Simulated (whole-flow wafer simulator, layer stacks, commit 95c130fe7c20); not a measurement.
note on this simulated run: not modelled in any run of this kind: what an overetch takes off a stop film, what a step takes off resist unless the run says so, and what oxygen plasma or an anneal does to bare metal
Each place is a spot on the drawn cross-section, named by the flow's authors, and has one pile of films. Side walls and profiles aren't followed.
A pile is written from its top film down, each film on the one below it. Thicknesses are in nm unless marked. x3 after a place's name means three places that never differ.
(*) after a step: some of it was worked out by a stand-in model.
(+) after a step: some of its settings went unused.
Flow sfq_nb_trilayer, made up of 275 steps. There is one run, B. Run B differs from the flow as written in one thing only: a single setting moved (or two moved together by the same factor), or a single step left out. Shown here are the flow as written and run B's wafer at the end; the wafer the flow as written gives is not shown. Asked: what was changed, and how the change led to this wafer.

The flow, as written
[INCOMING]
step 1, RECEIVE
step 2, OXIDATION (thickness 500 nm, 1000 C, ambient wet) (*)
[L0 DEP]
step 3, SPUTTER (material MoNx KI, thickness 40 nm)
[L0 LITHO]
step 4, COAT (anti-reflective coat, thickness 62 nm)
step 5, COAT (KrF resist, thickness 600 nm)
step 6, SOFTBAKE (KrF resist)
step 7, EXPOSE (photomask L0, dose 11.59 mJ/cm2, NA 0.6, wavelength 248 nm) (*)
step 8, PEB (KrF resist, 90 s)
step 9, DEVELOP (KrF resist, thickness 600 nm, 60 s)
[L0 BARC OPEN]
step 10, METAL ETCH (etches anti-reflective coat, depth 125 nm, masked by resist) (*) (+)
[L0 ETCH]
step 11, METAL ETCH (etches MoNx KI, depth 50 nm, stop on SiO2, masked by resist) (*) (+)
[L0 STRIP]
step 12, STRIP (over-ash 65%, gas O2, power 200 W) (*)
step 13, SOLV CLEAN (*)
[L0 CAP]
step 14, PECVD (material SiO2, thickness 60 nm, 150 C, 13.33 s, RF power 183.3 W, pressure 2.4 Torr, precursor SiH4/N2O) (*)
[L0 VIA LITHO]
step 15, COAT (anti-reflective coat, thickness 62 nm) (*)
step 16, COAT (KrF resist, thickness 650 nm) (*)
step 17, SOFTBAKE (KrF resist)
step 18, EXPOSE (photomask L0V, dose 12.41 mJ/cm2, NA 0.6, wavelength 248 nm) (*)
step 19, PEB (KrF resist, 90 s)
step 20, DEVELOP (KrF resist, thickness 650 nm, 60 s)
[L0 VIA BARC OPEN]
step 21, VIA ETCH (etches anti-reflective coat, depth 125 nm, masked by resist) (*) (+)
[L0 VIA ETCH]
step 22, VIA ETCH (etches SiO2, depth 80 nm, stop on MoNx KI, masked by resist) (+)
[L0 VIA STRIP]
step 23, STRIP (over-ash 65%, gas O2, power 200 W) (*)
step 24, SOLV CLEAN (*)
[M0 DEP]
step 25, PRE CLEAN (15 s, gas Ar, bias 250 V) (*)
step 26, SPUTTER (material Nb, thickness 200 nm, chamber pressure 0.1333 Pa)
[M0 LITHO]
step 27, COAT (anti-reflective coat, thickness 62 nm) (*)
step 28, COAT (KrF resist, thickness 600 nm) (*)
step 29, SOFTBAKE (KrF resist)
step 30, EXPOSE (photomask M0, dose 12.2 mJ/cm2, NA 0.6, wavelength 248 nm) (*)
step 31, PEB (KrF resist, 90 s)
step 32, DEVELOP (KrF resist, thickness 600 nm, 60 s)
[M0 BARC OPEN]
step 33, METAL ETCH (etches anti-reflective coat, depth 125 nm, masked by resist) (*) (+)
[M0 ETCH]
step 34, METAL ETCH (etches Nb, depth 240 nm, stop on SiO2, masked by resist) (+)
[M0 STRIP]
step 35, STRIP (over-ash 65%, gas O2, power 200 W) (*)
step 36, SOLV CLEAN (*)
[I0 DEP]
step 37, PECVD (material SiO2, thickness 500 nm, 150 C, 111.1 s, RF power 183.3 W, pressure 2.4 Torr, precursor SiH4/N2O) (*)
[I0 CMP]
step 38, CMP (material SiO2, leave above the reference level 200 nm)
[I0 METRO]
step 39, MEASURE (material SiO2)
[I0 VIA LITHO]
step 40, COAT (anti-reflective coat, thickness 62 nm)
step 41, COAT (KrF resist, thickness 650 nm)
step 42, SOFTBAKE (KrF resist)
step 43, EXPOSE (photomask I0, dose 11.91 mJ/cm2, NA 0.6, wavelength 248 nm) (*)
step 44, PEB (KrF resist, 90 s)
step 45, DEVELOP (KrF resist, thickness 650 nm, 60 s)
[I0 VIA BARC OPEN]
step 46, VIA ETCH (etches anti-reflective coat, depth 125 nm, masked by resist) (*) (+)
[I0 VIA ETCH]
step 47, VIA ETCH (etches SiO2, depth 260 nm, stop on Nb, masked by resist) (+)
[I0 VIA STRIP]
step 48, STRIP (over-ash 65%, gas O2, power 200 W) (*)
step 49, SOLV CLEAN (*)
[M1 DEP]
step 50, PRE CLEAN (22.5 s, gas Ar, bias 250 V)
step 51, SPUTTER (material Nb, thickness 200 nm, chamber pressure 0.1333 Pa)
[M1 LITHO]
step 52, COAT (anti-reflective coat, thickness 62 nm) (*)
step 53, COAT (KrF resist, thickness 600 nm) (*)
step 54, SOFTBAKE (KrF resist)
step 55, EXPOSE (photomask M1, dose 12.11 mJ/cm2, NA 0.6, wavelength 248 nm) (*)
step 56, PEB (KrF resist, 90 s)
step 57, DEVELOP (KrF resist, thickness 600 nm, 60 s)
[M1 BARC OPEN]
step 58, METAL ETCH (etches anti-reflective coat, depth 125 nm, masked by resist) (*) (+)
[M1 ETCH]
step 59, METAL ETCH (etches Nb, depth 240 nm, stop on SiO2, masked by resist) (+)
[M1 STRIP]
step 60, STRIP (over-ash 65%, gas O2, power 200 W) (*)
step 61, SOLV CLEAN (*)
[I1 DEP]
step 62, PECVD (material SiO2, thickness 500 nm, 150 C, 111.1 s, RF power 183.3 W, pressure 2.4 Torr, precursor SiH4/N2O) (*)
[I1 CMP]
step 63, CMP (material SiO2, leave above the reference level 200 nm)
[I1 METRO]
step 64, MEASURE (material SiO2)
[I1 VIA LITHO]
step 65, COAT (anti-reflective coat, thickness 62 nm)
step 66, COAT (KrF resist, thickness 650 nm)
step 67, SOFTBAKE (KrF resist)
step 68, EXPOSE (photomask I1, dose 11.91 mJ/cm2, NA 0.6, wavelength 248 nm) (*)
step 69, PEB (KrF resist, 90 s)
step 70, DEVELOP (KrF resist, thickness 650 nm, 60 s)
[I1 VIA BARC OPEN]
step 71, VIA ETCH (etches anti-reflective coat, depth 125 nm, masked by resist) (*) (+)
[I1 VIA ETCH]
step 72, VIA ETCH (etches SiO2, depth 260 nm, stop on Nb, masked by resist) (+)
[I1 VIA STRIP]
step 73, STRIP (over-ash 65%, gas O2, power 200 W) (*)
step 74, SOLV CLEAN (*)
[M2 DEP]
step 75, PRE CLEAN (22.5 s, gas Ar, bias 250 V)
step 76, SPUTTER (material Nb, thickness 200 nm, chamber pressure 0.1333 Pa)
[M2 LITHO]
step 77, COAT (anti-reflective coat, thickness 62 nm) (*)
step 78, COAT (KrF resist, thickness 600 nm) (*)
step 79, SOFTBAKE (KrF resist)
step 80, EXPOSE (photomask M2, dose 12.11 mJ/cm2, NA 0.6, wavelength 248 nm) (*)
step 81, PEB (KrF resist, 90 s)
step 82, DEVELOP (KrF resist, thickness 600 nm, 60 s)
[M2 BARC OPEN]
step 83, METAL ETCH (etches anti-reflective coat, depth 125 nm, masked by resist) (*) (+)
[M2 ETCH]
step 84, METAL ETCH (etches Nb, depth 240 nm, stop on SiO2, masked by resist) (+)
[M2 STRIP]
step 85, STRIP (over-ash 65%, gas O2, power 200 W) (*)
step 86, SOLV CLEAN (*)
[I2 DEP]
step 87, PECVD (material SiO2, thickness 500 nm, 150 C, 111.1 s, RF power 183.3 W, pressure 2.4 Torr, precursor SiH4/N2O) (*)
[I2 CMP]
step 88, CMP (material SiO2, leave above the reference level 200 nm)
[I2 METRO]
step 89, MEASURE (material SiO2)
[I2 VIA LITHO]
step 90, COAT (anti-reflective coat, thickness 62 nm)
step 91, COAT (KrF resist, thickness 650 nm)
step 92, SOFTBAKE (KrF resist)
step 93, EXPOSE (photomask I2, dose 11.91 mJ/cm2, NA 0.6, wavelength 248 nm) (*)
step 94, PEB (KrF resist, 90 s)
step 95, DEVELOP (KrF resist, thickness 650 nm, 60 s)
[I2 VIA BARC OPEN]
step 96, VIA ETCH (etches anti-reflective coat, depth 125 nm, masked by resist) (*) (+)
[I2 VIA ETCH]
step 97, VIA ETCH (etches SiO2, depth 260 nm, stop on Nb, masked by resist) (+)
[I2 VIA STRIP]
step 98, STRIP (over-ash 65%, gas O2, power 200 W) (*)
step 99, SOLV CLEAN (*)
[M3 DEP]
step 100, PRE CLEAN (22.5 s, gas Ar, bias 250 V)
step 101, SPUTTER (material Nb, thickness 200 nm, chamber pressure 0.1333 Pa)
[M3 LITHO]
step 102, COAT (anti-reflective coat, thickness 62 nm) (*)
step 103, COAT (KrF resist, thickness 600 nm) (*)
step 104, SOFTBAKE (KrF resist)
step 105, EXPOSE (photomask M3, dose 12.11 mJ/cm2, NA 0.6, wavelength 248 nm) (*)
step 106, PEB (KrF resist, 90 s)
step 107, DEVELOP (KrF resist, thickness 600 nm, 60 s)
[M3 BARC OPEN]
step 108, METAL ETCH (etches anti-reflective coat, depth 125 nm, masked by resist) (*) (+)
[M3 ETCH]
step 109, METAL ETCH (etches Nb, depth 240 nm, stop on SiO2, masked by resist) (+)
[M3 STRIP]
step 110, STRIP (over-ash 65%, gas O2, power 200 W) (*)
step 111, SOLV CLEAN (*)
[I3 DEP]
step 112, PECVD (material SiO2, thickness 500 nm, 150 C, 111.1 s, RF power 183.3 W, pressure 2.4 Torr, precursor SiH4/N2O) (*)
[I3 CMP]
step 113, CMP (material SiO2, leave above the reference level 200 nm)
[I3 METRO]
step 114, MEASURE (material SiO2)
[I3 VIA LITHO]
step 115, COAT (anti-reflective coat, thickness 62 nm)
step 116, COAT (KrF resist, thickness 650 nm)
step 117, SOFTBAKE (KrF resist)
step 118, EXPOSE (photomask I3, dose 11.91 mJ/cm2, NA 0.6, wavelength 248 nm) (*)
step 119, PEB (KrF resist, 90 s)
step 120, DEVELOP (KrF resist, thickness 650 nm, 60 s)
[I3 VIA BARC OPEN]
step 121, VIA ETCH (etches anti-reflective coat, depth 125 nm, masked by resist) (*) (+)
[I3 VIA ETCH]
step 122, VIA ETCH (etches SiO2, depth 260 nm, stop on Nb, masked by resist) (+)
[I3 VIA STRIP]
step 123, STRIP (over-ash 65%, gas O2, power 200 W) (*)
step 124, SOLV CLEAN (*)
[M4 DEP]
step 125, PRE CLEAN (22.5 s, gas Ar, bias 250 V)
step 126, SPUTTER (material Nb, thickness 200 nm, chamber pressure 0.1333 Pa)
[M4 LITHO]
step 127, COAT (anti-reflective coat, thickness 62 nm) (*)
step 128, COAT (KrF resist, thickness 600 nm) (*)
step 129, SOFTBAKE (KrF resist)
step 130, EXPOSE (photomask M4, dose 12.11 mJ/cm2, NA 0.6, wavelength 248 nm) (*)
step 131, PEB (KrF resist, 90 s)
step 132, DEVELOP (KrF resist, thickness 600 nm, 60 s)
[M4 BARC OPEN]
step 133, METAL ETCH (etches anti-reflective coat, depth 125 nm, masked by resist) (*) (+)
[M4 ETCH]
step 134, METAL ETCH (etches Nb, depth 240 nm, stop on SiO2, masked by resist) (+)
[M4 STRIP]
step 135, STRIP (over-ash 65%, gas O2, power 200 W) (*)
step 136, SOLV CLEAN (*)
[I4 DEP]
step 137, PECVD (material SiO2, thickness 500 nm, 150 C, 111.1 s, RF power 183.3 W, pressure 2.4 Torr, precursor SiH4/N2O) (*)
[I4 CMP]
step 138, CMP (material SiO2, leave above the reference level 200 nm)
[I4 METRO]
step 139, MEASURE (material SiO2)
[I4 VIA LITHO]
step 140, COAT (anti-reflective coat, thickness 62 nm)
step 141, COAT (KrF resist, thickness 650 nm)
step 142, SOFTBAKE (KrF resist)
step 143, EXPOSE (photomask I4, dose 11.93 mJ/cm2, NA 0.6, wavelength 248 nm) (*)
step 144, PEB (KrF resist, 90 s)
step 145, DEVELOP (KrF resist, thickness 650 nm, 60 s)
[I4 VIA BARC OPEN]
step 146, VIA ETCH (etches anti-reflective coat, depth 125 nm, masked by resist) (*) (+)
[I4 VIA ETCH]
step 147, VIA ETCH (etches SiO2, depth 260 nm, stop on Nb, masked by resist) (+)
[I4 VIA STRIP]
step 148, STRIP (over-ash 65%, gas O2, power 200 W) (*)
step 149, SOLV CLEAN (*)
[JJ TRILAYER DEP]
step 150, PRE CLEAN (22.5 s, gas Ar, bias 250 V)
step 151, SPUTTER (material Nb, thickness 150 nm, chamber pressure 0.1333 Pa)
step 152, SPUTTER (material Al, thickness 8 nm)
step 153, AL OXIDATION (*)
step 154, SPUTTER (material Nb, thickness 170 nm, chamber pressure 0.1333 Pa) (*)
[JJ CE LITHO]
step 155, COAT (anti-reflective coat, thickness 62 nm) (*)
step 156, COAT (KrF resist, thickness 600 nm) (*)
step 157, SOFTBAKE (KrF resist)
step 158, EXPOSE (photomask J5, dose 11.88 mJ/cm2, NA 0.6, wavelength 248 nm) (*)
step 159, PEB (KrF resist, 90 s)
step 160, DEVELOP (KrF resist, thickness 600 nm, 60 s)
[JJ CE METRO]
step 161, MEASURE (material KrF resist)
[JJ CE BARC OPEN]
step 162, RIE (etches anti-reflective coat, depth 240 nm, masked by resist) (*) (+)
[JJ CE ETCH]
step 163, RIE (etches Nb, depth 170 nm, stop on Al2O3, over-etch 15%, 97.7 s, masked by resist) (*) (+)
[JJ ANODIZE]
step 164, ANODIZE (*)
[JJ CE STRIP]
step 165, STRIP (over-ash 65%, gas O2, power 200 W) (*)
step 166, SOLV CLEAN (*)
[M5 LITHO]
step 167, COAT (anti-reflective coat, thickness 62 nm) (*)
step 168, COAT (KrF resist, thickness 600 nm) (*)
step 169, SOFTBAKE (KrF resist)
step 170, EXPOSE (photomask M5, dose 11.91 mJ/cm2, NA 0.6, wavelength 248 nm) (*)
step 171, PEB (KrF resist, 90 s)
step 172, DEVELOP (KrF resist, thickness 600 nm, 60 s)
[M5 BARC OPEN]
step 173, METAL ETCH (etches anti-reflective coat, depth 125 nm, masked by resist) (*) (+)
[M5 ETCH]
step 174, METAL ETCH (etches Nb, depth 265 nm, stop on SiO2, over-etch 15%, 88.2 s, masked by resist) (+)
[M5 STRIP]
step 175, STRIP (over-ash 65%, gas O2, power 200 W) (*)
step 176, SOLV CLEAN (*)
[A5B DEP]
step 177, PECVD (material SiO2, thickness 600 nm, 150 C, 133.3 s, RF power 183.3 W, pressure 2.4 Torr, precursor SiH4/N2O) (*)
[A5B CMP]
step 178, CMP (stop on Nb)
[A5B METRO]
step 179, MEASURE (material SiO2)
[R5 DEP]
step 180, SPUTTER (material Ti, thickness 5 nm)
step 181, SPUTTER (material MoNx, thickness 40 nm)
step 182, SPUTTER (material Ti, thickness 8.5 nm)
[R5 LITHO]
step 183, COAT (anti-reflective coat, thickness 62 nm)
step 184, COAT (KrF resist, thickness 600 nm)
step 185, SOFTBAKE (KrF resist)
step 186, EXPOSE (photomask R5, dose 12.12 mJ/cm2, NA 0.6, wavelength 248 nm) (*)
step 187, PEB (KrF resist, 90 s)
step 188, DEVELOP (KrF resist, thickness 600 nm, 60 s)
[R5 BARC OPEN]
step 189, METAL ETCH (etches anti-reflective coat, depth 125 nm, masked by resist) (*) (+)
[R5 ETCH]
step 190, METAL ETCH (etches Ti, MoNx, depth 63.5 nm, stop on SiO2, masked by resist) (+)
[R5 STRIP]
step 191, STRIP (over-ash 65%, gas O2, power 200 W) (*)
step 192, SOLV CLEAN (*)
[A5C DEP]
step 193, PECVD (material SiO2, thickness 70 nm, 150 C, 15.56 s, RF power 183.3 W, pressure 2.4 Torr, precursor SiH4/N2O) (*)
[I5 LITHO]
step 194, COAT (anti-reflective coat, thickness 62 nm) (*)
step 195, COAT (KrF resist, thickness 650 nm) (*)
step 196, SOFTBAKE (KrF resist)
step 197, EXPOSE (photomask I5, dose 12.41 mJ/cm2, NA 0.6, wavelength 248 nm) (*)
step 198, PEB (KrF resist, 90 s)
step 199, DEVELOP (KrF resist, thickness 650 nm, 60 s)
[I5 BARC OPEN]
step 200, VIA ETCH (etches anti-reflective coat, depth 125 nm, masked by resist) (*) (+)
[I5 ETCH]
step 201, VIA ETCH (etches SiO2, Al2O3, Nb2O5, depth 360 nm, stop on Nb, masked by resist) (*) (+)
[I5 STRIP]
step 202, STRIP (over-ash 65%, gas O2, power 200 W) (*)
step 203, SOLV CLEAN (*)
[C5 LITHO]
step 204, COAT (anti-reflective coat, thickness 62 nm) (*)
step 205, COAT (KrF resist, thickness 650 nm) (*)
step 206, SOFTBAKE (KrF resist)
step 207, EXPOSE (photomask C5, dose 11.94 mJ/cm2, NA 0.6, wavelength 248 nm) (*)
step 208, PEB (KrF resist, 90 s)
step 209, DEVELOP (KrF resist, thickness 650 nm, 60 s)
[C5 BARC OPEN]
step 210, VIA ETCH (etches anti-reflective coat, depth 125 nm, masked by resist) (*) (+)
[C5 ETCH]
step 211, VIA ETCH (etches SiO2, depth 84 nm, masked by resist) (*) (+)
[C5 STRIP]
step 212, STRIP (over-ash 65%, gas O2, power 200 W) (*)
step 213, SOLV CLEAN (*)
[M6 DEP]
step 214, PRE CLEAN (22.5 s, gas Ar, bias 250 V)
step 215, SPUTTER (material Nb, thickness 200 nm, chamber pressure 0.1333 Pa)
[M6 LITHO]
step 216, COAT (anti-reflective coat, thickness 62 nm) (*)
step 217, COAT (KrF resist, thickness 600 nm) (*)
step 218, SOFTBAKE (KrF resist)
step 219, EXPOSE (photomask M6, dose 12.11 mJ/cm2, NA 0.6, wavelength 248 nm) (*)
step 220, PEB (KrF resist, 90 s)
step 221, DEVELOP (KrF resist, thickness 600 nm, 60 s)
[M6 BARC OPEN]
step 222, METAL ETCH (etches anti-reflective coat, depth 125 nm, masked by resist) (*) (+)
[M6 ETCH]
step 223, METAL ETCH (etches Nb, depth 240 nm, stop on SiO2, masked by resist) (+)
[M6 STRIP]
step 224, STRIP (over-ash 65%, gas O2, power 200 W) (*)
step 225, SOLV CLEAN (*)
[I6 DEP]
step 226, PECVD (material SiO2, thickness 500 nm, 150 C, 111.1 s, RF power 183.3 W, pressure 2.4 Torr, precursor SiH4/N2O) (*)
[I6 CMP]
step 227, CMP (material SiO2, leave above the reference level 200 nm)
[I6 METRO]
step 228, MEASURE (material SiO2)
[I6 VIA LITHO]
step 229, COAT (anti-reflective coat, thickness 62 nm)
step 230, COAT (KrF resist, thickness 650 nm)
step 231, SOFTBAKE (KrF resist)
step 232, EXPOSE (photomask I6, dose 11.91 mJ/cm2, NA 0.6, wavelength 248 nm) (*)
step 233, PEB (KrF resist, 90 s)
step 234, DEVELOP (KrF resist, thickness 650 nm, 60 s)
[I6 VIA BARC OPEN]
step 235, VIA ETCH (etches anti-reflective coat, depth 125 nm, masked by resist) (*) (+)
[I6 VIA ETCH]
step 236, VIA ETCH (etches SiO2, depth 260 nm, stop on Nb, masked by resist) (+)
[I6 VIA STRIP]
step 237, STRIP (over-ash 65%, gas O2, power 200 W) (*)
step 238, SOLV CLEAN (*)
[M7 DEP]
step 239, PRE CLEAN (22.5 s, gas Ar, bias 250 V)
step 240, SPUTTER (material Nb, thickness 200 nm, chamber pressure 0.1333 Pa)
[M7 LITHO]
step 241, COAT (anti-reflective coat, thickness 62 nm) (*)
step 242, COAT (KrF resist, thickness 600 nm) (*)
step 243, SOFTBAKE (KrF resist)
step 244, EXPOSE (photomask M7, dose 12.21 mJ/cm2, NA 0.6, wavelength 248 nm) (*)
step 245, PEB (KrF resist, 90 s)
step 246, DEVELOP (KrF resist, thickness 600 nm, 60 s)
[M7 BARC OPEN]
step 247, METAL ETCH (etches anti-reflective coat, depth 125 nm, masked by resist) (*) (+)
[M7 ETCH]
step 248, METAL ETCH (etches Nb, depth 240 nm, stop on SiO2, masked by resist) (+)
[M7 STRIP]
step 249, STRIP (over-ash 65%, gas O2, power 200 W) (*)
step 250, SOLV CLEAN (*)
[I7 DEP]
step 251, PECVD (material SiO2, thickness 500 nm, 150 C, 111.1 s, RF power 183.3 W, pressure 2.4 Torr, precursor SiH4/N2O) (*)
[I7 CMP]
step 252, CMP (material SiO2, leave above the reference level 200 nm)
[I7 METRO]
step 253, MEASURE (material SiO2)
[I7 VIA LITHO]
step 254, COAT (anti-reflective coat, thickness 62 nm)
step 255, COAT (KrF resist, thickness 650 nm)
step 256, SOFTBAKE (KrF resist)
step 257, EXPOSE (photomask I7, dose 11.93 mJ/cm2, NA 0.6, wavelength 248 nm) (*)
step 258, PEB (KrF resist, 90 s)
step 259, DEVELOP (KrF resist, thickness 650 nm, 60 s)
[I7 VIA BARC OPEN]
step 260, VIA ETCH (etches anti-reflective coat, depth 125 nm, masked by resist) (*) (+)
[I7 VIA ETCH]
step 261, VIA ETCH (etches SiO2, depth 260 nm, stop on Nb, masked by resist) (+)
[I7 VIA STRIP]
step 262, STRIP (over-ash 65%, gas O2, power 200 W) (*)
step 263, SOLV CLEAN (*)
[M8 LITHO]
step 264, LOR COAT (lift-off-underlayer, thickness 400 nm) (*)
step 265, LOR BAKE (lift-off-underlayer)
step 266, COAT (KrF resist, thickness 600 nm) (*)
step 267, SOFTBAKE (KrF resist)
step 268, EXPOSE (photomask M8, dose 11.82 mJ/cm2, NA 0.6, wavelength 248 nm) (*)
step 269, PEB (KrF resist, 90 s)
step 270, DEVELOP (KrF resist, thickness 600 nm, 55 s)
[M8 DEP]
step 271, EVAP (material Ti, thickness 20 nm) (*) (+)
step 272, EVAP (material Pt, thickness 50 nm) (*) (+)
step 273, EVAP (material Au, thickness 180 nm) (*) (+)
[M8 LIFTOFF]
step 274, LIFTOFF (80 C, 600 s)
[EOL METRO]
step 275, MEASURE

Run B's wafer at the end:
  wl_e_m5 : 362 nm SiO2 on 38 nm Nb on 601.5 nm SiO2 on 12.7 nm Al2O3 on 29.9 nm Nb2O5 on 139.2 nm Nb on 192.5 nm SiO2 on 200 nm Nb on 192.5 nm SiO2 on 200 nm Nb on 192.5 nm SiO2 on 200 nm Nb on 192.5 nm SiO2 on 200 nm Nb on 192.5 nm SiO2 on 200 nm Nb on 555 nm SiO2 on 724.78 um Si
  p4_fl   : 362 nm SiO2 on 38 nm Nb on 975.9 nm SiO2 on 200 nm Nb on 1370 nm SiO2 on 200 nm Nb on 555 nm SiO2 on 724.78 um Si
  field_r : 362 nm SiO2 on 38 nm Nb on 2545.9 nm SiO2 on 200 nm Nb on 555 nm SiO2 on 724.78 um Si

The reason: step 248, METAL ETCH: depth 162 nm was run, whereas the flow has depth 240 nm.

Step by step, how the change led to this:
  step 248, METAL ETCH (etches Nb, depth 240 nm, stop on SiO2, masked by resist) (+)
      field_l, field_r, lsp_l and 62 more: -162 Nb (as written it would have been: -200 Nb (all of it))
      v_sur, via_wl, via_w and 38 more: -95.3 KrF resist (as written it would have been: -141.2 KrF resist)
  step 249, STRIP (over-ash 65%, gas O2, power 200 W) (*)
      wl_j_sl, wl_jj, wl_j_sr and 14 more: -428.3 KrF resist (all of it), -62 anti-reflective coat (all of it) (as written it would have been: -382.4 KrF resist (all of it), -62 anti-reflective coat (all of it))
      ln_m5, lsp_m, ln_m6, lsp_r: -427.8 KrF resist (all of it), -61.8 anti-reflective coat (all of it) (as written it would have been: -381.9 KrF resist (all of it), -61.8 anti-reflective coat (all of it))
      (as well as at 20 more places)
  step 251, PECVD (material SiO2, thickness 500 nm, 150 C, 111.1 s, RF power 183.3 W, pressure 2.4 Torr, precursor SiH4/N2O) (*)
      field_l, p4_fl, p4_fm and 56 more: +500 SiO2 (new film) (as written it would have been: +500 SiO2)
      field_r, lsp_l: +481.9 SiO2 (new film) (as written it would have been: +477.7 SiO2)
      (as well as at 4 more places)
  step 252, CMP (material SiO2, leave above the reference level 200 nm)
      field_l, p4_fl, p4_fm and 56 more: -138 SiO2 (as written it would have been: -100 SiO2)
      field_r, lsp_l: -119.9 SiO2 (as written it would have been: -77.7 SiO2)
      (as well as at 2 more places)
With metal films that touch counted as one body, wl_e_m5 has 7 bodies (between them, from the top down: SiO2 601.5 / Al2O3 12.7 / Nb2O5 29.9; SiO2 192.5; SiO2 192.5; SiO2 192.5; SiO2 192.5; SiO2 192.5); the flow as written gives 6 bodies (between them, from the top down: SiO2 192.5; SiO2 192.5; SiO2 192.5; SiO2 192.5; SiO2 192.5).
With metal films that touch counted as one body, p4_fl has 3 bodies (between them, from the top down: SiO2 975.9; SiO2 1370); the flow as written gives 2 bodies (between them, from the top down: SiO2 1370).
With metal films that touch counted as one body, field_r has 2 bodies (between them, from the top down: SiO2 2545.9); the flow as written gives 1 body.
